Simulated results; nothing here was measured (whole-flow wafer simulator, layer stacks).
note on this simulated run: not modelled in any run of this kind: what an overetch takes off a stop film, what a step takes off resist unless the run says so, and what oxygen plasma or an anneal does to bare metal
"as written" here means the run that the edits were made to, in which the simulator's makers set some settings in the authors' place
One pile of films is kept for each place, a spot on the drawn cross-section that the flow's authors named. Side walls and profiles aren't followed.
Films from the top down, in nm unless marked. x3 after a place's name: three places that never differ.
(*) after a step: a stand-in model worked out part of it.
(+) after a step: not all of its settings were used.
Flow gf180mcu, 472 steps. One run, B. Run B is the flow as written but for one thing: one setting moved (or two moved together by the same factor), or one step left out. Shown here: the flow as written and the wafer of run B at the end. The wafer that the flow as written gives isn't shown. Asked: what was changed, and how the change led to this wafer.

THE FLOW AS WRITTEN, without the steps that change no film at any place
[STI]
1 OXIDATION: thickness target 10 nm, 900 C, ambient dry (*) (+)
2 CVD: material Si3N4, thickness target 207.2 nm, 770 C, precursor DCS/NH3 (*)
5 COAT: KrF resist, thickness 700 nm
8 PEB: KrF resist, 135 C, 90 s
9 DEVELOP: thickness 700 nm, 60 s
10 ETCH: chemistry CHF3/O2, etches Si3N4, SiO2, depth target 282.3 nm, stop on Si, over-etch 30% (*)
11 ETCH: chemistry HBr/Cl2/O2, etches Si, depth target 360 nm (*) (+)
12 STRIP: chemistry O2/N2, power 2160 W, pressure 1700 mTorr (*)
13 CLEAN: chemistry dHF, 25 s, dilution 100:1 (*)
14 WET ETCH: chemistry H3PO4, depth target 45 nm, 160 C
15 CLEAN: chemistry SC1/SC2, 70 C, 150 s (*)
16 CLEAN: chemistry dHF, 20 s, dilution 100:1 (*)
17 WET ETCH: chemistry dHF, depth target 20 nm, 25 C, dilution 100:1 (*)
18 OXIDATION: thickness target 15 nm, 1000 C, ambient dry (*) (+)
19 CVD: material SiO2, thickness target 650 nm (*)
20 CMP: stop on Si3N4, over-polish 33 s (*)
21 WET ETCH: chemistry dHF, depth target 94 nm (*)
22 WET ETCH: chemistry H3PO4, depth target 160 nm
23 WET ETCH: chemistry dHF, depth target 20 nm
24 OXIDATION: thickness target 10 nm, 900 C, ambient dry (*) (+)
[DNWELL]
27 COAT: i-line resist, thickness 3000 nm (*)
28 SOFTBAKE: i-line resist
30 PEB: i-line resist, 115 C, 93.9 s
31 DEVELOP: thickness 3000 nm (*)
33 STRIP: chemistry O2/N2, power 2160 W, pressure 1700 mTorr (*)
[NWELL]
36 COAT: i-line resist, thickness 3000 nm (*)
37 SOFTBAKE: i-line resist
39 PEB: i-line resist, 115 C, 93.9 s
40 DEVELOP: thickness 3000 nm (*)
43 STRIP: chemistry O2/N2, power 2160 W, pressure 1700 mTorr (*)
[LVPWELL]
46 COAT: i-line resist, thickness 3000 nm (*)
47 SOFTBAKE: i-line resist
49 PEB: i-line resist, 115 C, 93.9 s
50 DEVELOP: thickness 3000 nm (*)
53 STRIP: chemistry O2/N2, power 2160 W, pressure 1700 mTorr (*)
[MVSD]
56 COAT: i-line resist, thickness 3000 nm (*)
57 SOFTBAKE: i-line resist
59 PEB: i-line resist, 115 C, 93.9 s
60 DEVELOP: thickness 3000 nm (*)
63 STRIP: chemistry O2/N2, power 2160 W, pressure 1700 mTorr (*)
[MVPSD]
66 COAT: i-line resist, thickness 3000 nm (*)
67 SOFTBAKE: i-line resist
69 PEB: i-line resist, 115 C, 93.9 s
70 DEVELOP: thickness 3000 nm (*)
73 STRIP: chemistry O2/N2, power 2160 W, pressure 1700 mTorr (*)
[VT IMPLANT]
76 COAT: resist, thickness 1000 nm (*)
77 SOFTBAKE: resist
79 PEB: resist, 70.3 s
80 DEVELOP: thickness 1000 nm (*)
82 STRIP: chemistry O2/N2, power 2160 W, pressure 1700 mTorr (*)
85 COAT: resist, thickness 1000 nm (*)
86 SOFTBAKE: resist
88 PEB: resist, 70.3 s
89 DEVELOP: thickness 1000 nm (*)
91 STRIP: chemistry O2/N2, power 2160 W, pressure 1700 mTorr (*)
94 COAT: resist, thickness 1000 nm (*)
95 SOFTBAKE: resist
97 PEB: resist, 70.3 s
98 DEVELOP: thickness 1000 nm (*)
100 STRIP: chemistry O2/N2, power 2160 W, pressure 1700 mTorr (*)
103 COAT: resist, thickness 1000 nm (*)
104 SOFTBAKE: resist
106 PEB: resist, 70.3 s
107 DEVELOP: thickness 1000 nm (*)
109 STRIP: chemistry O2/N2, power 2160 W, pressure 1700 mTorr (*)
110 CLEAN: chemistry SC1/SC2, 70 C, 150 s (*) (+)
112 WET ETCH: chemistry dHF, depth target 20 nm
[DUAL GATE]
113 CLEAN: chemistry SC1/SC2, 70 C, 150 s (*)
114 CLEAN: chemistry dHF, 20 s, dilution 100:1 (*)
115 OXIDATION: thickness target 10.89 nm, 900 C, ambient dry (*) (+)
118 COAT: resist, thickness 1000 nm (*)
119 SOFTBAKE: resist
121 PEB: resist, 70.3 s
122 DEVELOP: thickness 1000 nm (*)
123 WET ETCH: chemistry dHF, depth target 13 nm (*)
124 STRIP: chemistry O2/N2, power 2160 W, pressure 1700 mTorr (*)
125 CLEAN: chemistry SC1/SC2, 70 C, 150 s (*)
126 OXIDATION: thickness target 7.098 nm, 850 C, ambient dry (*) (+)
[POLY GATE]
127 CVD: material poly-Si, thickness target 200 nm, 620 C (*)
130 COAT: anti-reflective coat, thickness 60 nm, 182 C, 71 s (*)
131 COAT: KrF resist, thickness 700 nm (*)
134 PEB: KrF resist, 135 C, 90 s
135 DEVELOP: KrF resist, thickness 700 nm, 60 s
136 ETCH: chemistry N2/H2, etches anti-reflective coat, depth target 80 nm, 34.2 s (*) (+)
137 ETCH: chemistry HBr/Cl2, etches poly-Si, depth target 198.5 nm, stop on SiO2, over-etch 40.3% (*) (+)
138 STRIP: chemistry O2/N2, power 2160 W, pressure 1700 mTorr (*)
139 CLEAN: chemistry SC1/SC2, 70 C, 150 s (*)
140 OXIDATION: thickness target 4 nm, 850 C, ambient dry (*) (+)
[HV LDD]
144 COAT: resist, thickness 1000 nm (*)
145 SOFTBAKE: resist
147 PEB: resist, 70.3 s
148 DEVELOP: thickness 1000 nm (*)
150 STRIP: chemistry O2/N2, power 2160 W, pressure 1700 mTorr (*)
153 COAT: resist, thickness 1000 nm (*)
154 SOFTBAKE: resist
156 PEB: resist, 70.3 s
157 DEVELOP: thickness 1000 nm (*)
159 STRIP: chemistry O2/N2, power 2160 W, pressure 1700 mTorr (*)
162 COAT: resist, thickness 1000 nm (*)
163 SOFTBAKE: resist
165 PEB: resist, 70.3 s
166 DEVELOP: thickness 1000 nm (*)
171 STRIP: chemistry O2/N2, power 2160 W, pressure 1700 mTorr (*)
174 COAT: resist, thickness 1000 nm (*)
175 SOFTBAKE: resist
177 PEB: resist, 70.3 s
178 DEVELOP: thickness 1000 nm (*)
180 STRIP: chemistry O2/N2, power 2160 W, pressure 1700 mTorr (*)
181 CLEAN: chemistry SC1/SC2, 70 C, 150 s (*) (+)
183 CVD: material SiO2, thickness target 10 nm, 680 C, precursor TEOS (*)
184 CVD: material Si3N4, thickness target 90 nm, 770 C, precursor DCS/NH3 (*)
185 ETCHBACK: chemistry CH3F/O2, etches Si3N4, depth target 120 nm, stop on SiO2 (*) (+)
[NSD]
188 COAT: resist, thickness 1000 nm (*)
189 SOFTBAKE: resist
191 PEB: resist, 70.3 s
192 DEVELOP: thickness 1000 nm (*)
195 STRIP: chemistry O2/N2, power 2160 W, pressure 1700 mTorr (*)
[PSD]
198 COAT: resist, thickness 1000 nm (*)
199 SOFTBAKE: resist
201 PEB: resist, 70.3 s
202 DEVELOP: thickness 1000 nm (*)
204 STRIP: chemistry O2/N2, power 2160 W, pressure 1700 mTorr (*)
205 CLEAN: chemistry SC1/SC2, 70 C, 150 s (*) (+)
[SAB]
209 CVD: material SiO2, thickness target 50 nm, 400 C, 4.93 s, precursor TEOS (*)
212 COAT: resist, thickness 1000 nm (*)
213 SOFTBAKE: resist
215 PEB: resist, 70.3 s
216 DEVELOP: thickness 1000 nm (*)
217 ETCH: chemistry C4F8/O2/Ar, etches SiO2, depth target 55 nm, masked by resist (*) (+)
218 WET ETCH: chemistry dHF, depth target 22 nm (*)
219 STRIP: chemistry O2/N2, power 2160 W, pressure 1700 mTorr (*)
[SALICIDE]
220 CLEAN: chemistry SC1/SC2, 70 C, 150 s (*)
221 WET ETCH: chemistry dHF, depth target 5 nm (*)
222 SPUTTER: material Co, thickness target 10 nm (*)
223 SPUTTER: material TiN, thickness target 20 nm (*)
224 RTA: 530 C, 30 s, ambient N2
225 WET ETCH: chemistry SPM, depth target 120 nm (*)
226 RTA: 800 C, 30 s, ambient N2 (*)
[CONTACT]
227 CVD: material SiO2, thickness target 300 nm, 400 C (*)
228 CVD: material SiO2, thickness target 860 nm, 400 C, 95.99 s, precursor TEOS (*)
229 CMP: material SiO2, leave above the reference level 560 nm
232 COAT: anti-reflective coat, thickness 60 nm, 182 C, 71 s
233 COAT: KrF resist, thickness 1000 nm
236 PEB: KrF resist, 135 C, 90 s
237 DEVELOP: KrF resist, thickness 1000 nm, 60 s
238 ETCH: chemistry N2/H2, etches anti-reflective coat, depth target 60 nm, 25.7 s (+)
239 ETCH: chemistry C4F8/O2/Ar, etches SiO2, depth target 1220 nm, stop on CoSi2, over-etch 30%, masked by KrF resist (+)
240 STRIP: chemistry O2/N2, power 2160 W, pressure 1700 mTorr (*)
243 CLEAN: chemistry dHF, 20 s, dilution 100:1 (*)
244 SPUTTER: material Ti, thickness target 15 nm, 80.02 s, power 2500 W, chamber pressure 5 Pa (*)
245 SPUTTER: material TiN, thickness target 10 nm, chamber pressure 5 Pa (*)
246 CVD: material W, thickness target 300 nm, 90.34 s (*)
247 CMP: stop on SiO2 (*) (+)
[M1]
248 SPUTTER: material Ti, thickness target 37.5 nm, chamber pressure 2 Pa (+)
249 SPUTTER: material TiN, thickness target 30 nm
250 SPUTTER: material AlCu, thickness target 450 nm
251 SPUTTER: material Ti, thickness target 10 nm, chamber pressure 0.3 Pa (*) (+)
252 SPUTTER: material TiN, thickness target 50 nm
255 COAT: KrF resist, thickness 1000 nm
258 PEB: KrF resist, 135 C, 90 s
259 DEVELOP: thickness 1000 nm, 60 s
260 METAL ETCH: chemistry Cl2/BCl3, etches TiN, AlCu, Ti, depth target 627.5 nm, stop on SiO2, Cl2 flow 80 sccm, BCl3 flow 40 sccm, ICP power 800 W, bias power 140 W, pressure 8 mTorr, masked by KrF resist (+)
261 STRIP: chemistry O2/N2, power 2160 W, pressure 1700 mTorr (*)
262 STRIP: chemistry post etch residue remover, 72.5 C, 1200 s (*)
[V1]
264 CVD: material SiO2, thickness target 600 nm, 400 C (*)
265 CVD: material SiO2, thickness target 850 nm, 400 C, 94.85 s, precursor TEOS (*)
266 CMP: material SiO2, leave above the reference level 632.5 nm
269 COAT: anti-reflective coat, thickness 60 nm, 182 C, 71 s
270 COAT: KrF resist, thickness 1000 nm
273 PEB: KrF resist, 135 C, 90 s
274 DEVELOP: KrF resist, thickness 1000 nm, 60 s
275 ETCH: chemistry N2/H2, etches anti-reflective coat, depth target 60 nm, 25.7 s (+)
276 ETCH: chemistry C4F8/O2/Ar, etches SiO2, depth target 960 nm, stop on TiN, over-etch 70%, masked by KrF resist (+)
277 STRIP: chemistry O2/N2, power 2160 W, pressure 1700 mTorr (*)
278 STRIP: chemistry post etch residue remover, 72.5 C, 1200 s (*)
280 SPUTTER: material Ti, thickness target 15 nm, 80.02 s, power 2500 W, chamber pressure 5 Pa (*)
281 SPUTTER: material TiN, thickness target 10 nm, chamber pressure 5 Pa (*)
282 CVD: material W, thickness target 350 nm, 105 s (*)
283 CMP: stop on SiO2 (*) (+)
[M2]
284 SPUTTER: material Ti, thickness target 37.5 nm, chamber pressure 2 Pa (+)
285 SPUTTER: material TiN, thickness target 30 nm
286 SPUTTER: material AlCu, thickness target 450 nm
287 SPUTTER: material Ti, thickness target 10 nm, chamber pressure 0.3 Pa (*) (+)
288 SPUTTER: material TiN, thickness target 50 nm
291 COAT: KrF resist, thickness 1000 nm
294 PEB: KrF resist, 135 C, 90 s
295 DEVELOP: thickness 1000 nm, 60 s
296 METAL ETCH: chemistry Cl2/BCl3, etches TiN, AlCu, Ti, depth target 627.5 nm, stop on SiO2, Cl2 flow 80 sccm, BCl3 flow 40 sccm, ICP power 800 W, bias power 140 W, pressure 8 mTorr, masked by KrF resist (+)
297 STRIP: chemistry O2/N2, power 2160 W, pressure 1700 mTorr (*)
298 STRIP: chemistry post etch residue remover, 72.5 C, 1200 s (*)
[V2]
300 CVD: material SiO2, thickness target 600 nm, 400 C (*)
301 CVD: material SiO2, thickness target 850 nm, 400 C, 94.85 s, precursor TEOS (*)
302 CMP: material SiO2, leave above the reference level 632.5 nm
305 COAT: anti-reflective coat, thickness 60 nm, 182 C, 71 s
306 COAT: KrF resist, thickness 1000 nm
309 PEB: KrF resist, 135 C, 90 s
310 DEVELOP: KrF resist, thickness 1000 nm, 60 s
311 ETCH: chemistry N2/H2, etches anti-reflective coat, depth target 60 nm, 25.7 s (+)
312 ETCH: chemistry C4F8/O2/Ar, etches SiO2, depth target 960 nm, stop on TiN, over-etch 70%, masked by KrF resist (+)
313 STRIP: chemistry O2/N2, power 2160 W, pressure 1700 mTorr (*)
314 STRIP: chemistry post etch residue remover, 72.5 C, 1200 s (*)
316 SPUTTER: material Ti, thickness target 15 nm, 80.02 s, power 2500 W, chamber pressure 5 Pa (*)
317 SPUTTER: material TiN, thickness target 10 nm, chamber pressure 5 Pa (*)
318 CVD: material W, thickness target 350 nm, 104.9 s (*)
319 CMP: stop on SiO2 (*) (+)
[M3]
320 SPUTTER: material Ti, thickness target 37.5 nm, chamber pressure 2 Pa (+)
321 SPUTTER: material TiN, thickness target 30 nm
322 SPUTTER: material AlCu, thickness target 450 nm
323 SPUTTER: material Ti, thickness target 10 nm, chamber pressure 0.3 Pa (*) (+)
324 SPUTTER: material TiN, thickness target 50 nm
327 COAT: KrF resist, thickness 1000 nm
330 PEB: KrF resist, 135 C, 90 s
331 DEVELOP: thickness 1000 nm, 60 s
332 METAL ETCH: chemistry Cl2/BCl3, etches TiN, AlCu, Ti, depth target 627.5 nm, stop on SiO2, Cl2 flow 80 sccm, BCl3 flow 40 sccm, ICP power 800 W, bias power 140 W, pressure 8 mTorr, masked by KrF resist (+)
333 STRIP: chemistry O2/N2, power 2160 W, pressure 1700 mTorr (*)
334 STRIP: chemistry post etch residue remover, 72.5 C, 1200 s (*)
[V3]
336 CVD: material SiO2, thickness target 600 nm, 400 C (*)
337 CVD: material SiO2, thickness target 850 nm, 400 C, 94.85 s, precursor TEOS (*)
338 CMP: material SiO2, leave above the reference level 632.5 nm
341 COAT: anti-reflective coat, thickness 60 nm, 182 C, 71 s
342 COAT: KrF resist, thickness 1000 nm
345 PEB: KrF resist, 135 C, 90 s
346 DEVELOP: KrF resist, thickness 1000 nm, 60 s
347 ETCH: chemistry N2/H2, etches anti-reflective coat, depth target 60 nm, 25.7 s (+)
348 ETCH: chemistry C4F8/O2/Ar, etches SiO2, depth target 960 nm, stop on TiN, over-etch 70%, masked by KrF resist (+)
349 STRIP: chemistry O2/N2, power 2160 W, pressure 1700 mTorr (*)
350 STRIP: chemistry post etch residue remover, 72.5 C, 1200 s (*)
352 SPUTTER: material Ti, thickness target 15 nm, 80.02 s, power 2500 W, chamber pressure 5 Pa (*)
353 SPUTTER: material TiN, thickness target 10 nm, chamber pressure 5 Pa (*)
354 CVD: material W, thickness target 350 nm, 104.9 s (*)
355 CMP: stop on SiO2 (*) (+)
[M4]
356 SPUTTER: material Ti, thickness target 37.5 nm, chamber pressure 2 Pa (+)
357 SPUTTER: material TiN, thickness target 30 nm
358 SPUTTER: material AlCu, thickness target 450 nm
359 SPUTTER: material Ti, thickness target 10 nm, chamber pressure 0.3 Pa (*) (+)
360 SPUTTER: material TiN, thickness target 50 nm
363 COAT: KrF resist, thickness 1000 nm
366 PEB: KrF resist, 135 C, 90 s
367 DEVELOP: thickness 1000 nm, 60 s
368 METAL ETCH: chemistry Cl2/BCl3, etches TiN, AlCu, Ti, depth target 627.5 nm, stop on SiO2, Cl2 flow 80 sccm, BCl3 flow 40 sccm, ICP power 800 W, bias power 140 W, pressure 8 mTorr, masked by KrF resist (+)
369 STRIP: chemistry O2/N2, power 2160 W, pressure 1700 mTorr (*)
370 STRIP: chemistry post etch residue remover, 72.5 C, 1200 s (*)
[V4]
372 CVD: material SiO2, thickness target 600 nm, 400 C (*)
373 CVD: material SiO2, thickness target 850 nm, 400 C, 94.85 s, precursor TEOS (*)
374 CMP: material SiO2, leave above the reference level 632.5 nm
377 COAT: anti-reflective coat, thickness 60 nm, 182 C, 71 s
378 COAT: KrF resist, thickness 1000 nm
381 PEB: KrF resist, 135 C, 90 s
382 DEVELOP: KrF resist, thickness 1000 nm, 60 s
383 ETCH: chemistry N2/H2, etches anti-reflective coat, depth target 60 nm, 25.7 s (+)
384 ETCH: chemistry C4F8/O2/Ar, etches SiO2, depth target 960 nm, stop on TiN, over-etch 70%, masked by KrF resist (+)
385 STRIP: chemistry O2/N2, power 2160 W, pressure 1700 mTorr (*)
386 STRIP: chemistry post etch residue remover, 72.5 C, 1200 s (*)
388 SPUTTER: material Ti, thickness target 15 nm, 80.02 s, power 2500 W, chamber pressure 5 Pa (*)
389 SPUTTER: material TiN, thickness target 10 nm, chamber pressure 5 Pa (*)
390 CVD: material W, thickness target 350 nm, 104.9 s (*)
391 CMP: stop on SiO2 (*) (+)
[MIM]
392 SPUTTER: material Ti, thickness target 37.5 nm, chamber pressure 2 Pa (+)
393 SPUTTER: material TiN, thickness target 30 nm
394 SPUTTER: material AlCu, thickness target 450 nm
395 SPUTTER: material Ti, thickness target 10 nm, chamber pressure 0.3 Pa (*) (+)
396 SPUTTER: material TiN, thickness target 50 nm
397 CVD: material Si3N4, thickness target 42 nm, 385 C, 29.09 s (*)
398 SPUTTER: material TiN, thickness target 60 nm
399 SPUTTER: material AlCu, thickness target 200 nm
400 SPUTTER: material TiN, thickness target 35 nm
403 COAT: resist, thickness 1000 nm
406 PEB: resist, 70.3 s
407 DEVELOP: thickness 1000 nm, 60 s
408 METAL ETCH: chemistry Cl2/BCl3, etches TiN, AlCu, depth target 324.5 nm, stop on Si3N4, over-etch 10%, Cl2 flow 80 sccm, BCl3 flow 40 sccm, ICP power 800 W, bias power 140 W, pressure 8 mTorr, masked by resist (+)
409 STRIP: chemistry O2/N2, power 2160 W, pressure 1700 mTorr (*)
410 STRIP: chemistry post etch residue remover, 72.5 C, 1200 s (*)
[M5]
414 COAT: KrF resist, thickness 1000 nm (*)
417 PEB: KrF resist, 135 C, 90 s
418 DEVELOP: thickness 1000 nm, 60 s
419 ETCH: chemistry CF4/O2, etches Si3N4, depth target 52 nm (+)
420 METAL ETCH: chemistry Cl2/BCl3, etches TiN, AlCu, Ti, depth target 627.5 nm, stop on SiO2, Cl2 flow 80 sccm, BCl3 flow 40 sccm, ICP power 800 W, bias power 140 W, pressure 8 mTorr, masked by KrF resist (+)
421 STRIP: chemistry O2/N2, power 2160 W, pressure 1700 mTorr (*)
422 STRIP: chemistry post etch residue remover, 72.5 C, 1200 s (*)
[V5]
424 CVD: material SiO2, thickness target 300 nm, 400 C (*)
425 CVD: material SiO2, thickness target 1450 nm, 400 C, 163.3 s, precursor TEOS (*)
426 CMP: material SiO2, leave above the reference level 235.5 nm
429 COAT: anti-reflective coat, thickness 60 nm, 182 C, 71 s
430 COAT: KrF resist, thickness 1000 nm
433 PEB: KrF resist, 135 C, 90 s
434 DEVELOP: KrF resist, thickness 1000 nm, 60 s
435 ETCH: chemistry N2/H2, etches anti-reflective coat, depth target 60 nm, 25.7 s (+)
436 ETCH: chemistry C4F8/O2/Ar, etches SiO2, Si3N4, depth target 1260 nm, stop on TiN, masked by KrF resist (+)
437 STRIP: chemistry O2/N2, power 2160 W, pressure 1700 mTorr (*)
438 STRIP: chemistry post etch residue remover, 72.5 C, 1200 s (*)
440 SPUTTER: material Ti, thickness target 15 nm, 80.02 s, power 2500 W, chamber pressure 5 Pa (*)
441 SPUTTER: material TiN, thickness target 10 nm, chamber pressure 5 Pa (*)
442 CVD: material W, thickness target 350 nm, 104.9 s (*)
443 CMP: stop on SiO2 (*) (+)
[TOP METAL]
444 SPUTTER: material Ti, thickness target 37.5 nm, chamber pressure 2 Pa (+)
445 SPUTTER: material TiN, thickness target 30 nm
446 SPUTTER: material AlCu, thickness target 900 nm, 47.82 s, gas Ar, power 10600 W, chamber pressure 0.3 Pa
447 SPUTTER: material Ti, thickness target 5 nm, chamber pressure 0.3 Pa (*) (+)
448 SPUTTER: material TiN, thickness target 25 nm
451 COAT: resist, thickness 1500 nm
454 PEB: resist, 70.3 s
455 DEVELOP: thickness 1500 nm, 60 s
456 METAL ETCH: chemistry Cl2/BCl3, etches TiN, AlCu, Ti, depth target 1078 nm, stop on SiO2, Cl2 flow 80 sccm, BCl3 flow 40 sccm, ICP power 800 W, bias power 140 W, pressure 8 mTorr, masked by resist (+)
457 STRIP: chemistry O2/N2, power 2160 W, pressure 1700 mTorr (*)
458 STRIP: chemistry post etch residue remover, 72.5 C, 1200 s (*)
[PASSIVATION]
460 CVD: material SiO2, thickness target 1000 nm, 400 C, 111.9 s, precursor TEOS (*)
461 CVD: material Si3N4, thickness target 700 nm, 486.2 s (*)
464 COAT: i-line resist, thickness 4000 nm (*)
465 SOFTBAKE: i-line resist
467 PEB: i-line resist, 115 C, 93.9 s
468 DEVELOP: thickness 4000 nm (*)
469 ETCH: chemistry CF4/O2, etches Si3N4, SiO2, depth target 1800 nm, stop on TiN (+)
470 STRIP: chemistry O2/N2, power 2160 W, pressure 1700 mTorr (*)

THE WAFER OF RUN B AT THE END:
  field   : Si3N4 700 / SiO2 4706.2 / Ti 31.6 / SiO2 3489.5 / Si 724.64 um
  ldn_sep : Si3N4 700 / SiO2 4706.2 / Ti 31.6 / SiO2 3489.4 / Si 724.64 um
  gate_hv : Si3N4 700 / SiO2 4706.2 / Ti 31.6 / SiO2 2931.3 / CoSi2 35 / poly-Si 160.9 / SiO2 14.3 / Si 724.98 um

The cause: step 332, METAL ETCH: depth target 545.9 nm was run, where the flow has depth target 627.5 nm.

How the change led to this, step by step:
  332 METAL ETCH: chemistry Cl2/BCl3, etches TiN, AlCu, Ti, depth target 627.5 nm, stop on SiO2, Cl2 flow 80 sccm, BCl3 flow 40 sccm, ICP power 800 W, bias power 140 W, pressure 8 mTorr, masked by KrF resist (+)
      field, field__w1, field__w2 and 103 more: TiN -50 (all of it), Ti -10 (all of it), AlCu -450 (all of it), TiN -30 (all of it), Ti -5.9 (as written it would be: TiN -50 (all of it), Ti -10 (all of it), AlCu -450 (all of it), TiN -30 (all of it), Ti -37.5 (all of it))
      field__w8, contact, m1, m1__w1, m1_nw: KrF resist -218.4 (as written it would be: KrF resist -251)
  333 STRIP: chemistry O2/N2, power 2160 W, pressure 1700 mTorr (*)
      field__w8, contact, m1, m1__w1, m1_nw: KrF resist -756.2 (all of it) (as written it would be: KrF resist -723.5 (all of it))
  336 CVD: material SiO2, thickness target 600 nm, 400 C (*)
      field, field__w1, field__w2 and 103 more: SiO2 +600 (new film) (as written it would be: SiO2 +600)
  338 CMP: material SiO2, leave above the reference level 632.5 nm
      field, field__w1, field__w2 and 103 more: SiO2 -331.6 (as written it would be: SiO2 -300)
Counting metal films that touch as one body, field has 1 body; the flow as written gives 0 bodies.
Counting metal films that touch as one body, ldn_sep has 1 body; the flow as written gives 0 bodies.
Counting metal films that touch as one body, gate_hv has 2 bodies (between them, from the top down: SiO2 2931.3); the flow as written gives 1 body.
